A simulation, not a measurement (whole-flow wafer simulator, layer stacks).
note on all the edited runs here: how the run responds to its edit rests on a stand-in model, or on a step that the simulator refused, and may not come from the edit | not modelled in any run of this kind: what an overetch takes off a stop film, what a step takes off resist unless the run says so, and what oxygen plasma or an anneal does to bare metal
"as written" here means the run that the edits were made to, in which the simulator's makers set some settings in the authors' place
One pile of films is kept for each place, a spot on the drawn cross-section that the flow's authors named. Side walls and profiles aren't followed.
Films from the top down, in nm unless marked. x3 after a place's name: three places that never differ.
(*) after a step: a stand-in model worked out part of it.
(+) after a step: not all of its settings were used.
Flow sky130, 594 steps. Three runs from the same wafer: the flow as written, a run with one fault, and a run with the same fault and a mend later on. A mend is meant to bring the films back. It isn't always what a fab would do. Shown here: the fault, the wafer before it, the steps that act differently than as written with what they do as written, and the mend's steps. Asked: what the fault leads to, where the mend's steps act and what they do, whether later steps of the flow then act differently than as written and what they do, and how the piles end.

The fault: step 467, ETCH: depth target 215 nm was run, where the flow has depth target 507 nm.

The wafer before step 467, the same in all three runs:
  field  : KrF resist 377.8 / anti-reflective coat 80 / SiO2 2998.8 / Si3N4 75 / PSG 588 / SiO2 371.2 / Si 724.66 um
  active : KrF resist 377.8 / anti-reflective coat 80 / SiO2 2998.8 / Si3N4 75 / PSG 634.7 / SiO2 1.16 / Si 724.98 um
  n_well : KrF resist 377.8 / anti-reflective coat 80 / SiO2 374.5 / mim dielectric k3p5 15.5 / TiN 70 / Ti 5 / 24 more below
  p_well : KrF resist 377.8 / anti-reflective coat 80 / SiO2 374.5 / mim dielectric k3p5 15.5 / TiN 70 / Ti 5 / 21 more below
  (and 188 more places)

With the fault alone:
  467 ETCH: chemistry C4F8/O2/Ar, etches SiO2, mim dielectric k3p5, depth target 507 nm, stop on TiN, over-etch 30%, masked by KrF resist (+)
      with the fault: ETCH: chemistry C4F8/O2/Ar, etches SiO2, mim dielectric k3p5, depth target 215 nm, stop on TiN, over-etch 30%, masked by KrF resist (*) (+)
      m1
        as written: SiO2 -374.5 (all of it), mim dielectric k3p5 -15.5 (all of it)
        with the fault: SiO2 -215
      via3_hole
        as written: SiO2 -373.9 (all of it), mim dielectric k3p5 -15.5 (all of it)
        with the fault: SiO2 -215
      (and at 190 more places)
  Later steps of the flow that act differently than as written (1 more step differs only slightly, by at most 2% or 0.5 nm, whichever is larger, and isn't shown):
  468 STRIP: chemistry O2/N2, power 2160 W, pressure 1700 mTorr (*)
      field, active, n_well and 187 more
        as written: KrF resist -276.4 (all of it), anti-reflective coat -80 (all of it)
        with the fault: KrF resist -334.8 (all of it), anti-reflective coat -80 (all of it)
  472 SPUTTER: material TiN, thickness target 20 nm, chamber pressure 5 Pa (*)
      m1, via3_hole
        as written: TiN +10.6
        with the fault: TiN +13.3 (new film)
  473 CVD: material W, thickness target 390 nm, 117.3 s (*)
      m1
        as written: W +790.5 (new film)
        with the fault: W +612.4 (new film)
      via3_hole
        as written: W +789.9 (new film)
        with the fault: W +612.4 (new film)
  At the end the piles differ from the flow's by more than 2% or 0.5 nm, whichever is larger, at m1, via3_hole.
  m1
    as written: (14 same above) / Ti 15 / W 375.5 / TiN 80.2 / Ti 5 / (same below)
    with the fault: (14 same above) / Ti 15 / W 197.3 / TiN 13.3 / SiO2 159.5 / mim dielectric k3p5 15.5 / TiN 70 / Ti 5 / (same below)
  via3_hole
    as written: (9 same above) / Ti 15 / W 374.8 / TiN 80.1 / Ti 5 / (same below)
    with the fault: (9 same above) / Ti 15 / W 197.3 / TiN 13.3 / SiO2 158.9 / mim dielectric k3p5 15.5 / TiN 70 / Ti 5 / (same below)

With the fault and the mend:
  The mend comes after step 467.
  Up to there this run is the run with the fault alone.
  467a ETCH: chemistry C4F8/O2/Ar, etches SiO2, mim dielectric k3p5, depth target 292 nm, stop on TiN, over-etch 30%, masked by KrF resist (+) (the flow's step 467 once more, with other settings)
      field, active, n_well and 187 more
        KrF resist -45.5
      m1
        SiO2 -159.5 (all of it), mim dielectric k3p5 -15.5 (all of it)
      via3_hole
        SiO2 -158.9 (all of it), mim dielectric k3p5 -15.5 (all of it)
  Later steps of the flow that act differently than as written:
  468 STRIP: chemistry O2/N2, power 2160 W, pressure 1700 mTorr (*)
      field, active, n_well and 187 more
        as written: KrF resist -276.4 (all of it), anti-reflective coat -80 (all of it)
        with the mend: KrF resist -289.3 (all of it), anti-reflective coat -80 (all of it)
  At the end the piles are the same as the flow's at every place that both follow.
